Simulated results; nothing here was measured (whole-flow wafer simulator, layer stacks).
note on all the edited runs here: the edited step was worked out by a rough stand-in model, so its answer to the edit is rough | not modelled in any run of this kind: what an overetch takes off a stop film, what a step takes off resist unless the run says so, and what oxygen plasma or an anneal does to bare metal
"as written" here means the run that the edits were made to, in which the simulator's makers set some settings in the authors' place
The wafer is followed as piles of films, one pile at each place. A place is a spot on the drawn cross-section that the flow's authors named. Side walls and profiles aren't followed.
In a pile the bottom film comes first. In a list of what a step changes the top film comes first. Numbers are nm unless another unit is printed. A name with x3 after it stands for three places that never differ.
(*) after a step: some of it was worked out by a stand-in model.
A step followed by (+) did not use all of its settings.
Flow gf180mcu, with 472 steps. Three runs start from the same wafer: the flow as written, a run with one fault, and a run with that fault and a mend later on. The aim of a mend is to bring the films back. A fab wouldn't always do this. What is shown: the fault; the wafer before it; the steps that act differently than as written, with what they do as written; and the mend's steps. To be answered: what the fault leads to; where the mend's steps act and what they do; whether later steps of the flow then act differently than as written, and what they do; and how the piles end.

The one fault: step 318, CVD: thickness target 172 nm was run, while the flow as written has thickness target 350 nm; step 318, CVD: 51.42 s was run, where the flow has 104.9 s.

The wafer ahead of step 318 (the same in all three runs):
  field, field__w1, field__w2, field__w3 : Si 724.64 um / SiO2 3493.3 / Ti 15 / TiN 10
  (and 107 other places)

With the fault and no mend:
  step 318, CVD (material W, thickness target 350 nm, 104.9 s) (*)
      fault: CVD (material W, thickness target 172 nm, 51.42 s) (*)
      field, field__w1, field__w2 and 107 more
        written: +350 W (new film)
        fault: +173 W (new film)
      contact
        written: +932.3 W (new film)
        fault: +755.2 W (new film)
  Steps later in the flow that act otherwise than as written:
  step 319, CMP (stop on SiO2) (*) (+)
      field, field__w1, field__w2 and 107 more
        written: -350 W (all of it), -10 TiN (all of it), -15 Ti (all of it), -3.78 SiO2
        fault: -173 W (all of it), -10 TiN (all of it), -15 Ti (all of it), -2 SiO2
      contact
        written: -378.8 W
        fault: -200 W
  At the end the piles are close to the flow's at the places that both follow, differing by at most 2% or 0.5 nm, whichever is larger.

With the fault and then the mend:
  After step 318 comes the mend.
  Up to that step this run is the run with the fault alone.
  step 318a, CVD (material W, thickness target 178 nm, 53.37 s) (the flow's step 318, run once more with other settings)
      field, field__w1, field__w2 and 108 more
        +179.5 W
  Later steps of the flow that are run all act as written at every place that is followed, up to a difference of at most 2% or 0.5 nm, whichever is larger.
  At the end the piles are close to the flow's at the places that both follow, differing by at most 2% or 0.5 nm, whichever is larger.
